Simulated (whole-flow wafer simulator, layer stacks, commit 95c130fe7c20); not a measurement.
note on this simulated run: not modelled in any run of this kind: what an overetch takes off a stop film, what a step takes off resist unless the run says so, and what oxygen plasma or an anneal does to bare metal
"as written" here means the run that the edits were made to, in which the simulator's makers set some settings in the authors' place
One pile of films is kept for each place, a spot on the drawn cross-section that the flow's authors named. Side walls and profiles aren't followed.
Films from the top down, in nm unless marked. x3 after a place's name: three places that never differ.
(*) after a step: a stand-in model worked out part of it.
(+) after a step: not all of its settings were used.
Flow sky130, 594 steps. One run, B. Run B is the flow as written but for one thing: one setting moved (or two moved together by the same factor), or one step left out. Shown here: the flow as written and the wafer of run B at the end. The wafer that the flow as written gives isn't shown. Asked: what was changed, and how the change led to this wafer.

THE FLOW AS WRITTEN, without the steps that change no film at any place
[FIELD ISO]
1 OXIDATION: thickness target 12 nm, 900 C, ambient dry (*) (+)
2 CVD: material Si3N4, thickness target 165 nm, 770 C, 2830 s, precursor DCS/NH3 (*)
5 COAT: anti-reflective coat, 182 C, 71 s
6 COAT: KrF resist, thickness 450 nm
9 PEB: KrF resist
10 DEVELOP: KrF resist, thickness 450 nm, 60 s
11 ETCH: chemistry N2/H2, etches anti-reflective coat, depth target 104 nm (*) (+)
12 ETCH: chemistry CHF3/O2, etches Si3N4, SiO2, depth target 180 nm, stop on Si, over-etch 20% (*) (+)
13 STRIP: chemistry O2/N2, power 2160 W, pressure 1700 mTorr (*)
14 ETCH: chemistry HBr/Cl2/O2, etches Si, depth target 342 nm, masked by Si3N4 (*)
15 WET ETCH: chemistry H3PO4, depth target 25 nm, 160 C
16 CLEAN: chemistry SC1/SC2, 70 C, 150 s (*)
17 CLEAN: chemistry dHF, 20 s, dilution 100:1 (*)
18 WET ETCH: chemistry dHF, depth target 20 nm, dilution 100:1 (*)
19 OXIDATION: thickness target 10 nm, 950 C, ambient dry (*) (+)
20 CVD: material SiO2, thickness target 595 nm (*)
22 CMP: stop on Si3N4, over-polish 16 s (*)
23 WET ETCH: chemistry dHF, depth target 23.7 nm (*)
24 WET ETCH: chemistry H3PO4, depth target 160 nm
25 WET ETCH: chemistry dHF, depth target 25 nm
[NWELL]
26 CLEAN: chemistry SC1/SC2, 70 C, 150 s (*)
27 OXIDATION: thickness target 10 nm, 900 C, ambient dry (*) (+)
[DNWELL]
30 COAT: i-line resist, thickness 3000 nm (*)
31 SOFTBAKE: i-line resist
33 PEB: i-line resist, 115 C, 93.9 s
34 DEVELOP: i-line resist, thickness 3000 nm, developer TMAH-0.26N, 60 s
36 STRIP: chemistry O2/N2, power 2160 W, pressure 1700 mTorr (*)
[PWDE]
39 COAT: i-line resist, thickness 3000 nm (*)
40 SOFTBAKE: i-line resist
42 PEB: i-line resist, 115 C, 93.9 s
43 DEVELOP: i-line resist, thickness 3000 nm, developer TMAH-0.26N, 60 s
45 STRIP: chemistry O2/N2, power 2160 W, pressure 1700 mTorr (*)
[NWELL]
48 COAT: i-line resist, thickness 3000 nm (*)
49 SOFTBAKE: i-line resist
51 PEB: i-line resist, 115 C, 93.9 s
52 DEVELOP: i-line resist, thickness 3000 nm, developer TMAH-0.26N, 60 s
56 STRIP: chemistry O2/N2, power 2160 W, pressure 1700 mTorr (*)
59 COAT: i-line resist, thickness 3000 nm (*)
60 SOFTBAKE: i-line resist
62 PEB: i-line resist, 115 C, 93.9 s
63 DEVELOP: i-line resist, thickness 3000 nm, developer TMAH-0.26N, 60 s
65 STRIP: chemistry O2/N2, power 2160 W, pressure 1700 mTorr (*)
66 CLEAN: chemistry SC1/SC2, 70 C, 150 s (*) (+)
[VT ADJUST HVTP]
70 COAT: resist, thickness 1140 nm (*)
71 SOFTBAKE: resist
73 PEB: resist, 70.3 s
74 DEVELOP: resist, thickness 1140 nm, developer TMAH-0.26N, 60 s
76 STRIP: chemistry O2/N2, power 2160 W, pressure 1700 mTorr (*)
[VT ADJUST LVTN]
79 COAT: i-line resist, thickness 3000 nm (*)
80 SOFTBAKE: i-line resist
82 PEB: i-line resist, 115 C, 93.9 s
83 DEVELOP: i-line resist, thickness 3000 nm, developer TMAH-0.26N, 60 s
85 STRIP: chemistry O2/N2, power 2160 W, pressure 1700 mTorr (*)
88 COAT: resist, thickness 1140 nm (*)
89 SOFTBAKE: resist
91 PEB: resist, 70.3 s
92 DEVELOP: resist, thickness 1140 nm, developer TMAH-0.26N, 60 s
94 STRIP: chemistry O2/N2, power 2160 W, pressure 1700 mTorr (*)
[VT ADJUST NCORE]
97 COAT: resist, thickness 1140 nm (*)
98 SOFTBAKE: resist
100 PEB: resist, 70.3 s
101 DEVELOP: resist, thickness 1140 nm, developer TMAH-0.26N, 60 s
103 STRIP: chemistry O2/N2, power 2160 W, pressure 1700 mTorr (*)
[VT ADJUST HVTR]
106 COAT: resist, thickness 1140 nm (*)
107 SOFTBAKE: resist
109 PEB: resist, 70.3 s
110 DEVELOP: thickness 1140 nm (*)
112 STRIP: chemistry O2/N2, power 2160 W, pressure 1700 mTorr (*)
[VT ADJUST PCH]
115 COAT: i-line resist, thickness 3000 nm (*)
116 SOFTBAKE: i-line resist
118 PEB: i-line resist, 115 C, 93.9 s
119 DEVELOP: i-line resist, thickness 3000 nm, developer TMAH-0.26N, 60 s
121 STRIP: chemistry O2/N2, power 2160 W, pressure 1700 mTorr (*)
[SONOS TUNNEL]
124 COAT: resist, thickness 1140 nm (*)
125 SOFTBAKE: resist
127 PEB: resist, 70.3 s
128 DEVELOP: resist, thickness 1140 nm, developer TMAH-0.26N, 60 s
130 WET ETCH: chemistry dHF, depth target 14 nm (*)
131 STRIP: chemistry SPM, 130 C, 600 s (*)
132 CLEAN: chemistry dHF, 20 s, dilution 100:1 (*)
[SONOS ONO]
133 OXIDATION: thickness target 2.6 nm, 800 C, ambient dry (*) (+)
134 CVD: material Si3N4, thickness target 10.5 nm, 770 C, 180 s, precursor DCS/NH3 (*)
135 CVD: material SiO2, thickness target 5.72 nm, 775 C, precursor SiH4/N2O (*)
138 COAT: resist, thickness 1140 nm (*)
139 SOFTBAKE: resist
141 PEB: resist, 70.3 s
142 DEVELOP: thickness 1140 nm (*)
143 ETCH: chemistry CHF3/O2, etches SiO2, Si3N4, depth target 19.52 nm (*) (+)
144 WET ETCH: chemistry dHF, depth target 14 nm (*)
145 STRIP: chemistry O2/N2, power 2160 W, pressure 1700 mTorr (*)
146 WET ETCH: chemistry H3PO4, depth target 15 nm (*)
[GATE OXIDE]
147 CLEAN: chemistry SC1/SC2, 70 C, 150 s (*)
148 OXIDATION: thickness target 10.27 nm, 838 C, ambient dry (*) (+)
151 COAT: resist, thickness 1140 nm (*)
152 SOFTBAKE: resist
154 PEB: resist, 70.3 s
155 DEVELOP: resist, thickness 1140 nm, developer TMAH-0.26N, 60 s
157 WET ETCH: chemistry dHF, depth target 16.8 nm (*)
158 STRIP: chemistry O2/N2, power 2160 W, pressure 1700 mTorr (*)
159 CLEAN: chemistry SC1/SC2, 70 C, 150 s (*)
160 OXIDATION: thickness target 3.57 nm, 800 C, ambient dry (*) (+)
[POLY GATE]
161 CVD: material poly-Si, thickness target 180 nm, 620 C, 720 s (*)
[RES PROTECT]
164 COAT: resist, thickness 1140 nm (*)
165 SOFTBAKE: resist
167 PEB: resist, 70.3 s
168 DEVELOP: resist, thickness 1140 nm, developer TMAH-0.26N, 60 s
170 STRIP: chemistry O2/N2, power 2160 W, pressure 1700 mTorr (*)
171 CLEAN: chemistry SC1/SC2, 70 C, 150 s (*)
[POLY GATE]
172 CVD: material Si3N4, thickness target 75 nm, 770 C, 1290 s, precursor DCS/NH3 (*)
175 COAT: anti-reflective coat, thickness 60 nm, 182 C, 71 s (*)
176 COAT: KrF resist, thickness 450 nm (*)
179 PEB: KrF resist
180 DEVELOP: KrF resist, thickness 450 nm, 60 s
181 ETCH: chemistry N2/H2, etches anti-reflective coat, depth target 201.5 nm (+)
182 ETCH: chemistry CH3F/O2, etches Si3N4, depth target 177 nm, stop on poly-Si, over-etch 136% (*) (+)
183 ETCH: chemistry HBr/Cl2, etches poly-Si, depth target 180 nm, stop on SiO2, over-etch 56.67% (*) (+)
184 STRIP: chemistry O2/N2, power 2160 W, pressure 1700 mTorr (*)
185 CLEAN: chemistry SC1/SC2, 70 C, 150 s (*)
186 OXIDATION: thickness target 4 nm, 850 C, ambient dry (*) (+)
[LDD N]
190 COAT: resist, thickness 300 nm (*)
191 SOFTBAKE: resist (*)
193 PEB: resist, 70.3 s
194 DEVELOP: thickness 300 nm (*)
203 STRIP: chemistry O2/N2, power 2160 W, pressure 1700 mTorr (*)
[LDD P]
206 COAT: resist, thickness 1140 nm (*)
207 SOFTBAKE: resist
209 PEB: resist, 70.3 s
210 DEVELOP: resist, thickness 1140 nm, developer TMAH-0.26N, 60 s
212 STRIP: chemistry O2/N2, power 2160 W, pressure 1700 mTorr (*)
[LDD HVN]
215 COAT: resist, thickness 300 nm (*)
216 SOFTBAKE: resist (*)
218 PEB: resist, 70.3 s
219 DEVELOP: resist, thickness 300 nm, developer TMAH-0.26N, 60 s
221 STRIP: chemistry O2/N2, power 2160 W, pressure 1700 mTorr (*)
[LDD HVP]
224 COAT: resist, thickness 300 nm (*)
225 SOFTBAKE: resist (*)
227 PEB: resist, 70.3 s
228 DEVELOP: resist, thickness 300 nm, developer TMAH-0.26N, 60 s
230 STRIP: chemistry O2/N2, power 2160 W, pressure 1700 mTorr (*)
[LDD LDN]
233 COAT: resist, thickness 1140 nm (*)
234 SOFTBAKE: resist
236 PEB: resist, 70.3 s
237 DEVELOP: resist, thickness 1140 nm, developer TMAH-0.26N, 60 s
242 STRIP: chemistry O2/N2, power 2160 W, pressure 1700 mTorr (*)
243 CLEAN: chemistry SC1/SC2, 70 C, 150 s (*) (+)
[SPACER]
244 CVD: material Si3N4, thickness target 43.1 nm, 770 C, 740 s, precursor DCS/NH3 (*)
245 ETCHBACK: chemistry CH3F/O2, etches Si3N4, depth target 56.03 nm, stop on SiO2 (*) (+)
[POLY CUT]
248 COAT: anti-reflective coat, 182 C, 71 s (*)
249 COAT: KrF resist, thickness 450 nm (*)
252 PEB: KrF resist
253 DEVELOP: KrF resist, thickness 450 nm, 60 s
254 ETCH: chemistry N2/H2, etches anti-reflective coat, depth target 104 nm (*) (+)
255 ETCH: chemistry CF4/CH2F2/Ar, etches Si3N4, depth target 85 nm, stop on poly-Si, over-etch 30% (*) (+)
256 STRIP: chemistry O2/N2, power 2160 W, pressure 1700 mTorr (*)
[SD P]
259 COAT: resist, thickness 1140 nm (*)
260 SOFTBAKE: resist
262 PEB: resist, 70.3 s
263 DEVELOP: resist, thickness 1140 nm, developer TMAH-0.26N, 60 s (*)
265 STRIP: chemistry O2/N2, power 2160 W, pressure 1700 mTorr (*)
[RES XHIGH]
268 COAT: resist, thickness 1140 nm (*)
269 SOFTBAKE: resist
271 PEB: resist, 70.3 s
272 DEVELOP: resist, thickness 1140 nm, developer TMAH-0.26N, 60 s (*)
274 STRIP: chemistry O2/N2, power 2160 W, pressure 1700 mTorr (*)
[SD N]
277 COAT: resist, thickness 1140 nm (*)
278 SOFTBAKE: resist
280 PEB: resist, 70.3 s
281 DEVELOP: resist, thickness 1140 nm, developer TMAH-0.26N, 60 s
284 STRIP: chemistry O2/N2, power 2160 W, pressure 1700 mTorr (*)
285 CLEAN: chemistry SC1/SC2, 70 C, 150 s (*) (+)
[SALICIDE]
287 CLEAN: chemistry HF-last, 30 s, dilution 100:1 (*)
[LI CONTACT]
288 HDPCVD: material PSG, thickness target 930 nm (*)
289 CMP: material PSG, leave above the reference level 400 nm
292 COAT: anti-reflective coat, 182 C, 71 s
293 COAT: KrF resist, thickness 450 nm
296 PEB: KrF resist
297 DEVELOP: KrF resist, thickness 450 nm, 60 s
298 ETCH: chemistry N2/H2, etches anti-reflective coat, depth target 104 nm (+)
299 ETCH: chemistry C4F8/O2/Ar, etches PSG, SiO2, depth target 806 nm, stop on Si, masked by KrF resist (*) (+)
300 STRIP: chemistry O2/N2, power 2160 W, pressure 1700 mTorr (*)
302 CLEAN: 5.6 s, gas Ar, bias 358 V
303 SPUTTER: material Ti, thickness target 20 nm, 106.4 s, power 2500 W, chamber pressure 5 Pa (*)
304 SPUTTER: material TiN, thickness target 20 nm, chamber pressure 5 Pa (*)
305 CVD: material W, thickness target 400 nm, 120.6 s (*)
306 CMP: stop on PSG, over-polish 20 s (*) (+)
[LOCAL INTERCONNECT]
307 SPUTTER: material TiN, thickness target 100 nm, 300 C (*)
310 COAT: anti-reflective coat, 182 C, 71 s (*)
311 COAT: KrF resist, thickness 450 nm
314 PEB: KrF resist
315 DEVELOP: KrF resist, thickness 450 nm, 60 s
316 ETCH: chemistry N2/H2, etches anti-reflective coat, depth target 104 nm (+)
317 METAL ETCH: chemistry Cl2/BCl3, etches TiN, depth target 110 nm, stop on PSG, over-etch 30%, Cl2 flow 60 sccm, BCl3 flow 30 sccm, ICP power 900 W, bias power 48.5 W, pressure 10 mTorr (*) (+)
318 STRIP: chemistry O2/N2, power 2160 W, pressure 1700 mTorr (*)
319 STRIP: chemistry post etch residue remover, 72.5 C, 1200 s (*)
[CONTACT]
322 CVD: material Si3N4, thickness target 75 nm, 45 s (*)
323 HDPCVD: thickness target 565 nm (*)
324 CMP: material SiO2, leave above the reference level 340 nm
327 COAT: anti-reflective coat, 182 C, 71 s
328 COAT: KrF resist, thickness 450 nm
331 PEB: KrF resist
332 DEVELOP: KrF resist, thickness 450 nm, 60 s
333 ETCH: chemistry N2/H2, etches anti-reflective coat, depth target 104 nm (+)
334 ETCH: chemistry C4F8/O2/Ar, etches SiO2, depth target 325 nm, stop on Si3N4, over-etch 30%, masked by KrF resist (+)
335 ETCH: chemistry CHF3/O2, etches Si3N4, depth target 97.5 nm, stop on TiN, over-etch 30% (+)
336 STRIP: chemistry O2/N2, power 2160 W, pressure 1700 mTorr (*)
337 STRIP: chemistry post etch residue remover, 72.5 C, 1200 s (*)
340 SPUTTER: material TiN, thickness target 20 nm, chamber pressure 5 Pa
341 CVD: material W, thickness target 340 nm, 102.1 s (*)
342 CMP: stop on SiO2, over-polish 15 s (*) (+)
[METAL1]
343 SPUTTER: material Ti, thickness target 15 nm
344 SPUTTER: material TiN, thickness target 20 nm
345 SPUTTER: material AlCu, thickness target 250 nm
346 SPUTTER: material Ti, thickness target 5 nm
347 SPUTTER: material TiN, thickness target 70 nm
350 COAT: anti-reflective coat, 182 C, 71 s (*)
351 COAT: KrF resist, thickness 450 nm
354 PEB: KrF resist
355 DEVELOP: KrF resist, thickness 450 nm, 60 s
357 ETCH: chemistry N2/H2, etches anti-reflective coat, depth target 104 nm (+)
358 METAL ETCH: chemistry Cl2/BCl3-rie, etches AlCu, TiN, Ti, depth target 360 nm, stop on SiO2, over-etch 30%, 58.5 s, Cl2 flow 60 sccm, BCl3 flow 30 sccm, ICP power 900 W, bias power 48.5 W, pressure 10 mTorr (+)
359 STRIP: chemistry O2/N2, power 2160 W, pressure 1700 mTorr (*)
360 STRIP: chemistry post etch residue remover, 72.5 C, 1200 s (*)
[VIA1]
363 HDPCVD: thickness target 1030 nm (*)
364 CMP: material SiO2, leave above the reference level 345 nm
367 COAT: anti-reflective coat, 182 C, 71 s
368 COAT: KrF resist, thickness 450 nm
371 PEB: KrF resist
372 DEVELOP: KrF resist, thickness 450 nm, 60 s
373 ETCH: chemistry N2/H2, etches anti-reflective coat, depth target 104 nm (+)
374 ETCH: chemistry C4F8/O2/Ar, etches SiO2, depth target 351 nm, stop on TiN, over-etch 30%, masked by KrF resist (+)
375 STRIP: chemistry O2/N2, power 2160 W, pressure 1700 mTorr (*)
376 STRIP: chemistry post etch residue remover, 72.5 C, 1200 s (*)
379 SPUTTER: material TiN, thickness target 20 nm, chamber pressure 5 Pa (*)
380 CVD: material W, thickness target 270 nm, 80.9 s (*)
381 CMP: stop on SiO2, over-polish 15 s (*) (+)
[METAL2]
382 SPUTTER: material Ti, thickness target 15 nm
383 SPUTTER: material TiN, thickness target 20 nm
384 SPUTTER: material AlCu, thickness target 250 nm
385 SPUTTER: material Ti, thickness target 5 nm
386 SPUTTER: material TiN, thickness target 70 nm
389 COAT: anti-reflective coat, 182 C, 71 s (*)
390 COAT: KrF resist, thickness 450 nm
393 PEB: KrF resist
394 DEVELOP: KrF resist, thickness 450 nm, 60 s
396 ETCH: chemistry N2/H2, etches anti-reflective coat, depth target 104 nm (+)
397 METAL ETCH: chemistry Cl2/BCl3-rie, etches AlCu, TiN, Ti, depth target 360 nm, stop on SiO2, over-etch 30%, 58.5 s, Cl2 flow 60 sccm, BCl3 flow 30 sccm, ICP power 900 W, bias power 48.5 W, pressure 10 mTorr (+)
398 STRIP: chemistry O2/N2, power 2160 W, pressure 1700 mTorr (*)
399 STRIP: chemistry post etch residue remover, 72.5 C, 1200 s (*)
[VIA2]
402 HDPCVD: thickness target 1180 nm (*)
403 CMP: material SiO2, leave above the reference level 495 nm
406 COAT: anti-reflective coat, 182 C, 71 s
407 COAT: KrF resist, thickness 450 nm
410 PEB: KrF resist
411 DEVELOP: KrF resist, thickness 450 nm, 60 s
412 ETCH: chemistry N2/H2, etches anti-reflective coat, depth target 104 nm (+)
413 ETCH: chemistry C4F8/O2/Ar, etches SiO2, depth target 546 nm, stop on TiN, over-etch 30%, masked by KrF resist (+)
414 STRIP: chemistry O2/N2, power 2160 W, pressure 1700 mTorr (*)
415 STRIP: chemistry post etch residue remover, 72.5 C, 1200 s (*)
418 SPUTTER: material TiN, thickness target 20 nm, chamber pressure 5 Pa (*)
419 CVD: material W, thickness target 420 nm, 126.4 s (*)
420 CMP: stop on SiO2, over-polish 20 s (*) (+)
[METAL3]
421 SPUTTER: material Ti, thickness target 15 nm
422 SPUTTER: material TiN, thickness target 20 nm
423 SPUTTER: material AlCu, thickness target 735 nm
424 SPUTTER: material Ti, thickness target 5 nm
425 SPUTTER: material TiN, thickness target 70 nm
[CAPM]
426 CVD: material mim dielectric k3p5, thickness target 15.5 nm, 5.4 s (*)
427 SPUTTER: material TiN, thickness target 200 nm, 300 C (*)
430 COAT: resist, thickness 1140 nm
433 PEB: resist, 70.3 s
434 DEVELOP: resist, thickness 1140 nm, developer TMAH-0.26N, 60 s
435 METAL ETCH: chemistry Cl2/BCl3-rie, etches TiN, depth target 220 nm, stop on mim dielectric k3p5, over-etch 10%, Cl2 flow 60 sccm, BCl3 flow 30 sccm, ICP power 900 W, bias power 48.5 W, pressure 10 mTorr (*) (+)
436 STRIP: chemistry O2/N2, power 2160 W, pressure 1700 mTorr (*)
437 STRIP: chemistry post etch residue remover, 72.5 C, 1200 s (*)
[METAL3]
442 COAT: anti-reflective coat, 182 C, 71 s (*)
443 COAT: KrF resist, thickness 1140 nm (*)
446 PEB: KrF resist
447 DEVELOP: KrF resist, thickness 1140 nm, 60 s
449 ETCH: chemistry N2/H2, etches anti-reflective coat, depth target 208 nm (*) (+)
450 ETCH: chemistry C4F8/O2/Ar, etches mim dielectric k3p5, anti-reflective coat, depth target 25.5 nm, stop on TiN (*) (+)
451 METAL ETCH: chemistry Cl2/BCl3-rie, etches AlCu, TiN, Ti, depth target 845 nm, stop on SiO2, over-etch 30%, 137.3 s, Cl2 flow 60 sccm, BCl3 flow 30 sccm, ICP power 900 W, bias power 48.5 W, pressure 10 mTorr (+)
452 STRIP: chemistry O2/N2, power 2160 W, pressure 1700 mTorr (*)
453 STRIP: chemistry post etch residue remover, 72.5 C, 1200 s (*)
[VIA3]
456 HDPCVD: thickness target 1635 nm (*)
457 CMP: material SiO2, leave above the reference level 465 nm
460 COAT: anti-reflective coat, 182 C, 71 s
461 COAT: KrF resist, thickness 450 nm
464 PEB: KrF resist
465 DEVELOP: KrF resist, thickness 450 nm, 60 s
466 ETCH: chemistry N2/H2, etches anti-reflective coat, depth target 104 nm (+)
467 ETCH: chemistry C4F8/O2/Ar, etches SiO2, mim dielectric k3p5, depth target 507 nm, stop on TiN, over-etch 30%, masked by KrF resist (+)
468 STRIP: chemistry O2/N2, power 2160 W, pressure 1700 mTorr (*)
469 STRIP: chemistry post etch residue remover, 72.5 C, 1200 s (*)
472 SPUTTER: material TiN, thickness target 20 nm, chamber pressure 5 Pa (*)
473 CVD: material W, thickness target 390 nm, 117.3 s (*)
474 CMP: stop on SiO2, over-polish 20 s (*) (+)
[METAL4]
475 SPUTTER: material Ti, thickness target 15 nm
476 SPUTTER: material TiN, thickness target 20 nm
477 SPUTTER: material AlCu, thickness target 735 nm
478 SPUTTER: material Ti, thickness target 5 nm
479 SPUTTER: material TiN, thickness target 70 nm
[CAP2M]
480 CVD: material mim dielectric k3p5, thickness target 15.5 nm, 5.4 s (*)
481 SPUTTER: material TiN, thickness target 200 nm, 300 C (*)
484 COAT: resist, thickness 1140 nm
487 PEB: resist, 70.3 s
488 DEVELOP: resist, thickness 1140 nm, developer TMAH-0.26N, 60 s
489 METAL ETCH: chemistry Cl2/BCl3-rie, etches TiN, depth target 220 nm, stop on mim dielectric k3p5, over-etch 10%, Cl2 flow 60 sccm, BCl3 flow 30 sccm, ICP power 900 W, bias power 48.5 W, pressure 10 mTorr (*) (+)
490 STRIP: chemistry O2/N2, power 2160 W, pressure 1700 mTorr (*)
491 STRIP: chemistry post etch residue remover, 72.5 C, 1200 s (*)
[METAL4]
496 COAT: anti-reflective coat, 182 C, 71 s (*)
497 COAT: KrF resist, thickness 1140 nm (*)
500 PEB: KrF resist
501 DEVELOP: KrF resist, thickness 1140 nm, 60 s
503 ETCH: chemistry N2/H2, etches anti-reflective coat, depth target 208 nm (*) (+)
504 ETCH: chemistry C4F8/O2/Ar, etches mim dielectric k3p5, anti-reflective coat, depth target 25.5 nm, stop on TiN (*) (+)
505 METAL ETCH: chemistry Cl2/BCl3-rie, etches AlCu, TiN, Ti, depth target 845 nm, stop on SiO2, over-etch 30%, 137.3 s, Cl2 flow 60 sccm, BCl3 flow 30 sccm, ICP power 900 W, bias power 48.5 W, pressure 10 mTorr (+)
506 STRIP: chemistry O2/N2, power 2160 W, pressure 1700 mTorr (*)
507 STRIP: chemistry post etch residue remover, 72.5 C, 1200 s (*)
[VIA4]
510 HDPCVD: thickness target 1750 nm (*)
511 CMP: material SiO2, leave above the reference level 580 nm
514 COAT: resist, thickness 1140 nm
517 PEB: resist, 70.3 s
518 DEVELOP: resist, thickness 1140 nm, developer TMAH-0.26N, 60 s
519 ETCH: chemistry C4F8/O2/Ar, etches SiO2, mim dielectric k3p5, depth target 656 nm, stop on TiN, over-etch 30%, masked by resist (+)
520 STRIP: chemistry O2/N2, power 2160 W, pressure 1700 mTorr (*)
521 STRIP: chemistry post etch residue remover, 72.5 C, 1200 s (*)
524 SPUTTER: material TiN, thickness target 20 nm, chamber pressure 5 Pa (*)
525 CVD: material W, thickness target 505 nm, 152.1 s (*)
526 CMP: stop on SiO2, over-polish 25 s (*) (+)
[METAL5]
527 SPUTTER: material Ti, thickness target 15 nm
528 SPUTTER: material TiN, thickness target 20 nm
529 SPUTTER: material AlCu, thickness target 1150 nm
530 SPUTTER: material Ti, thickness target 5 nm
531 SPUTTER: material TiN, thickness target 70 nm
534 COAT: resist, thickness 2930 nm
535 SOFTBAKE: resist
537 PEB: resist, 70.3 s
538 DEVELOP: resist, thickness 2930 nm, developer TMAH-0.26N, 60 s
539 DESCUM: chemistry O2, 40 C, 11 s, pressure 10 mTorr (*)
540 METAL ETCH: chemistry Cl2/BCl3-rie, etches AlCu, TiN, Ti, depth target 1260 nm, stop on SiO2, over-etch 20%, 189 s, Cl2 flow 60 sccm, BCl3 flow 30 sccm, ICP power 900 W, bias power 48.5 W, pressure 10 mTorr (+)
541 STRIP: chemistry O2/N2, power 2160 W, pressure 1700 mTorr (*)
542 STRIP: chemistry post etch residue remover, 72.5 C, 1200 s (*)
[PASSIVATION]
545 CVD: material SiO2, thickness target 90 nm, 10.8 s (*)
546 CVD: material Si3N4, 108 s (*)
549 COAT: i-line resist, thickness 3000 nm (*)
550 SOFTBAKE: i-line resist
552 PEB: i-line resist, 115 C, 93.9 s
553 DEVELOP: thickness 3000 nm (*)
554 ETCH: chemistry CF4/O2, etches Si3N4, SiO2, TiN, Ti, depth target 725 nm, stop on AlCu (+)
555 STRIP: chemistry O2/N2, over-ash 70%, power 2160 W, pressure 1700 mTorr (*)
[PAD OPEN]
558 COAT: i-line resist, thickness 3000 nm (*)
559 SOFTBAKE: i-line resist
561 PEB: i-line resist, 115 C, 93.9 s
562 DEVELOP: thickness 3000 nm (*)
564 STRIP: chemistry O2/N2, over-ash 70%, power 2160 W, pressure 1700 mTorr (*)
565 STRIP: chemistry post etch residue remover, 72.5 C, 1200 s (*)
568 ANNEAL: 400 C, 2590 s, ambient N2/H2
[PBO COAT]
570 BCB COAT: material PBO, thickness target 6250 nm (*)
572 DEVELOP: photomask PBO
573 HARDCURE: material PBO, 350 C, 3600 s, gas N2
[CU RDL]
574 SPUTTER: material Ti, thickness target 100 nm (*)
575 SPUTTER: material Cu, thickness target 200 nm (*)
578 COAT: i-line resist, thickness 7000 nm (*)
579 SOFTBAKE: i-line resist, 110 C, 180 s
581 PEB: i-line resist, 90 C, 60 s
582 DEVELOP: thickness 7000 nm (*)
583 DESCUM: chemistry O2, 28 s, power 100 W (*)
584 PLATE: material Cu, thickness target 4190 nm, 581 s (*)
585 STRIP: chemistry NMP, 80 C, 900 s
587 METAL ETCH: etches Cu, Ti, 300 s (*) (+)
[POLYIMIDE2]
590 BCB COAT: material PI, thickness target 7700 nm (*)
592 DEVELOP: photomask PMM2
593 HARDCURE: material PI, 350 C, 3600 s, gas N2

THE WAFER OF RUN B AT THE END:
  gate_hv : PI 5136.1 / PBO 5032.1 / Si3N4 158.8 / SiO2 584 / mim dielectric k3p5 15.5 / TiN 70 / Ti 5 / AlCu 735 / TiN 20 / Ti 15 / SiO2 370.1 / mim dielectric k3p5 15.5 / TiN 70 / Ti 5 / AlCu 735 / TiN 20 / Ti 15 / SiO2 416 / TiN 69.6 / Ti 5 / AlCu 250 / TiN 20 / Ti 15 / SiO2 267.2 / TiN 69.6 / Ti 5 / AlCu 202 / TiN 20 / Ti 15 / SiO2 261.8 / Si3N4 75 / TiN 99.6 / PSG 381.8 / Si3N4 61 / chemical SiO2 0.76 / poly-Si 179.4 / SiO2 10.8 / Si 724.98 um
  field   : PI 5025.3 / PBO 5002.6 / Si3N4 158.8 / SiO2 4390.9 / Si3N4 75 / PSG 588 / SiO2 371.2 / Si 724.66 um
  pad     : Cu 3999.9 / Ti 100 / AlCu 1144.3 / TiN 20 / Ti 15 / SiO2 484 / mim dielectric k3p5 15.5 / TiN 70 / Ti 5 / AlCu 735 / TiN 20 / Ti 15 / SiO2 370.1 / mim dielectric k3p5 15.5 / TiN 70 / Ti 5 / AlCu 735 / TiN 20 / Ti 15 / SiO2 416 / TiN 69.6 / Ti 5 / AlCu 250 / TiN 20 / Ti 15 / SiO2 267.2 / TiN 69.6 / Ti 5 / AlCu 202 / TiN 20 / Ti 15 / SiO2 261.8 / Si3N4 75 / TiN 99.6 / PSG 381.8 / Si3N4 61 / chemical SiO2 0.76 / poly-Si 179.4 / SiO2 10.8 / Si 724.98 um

The cause: step 345, SPUTTER: thickness target 202 nm was run, where the flow has thickness target 250 nm.
It can be read off the wafer: gate_hv has AlCu 202, and step 345 as written asks for 250 nm.

How the change led to this, step by step:
  345 SPUTTER: material AlCu, thickness target 250 nm
      field, active, n_well and 188 more: AlCu +202 (new film) (as written it would be: AlCu +250 (new film))
  358 METAL ETCH: chemistry Cl2/BCl3-rie, etches AlCu, TiN, Ti, depth target 360 nm, stop on SiO2, over-etch 30%, 58.5 s, Cl2 flow 60 sccm, BCl3 flow 30 sccm, ICP power 900 W, bias power 48.5 W, pressure 10 mTorr (+)
      field, active, gate and 81 more: TiN -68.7 (all of it), Ti -5 (all of it), AlCu -202 (all of it), TiN -20 (all of it), Ti -15 (all of it), SiO2 -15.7 (as written it would be: TiN -68.7 (all of it), Ti -5 (all of it), AlCu -250 (all of it), TiN -20 (all of it), Ti -15 (all of it), SiO2 -10.9)
  364 CMP: material SiO2, leave above the reference level 345 nm
      field, active, gate and 81 more: SiO2 -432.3 (as written it would be: SiO2 -389.1)
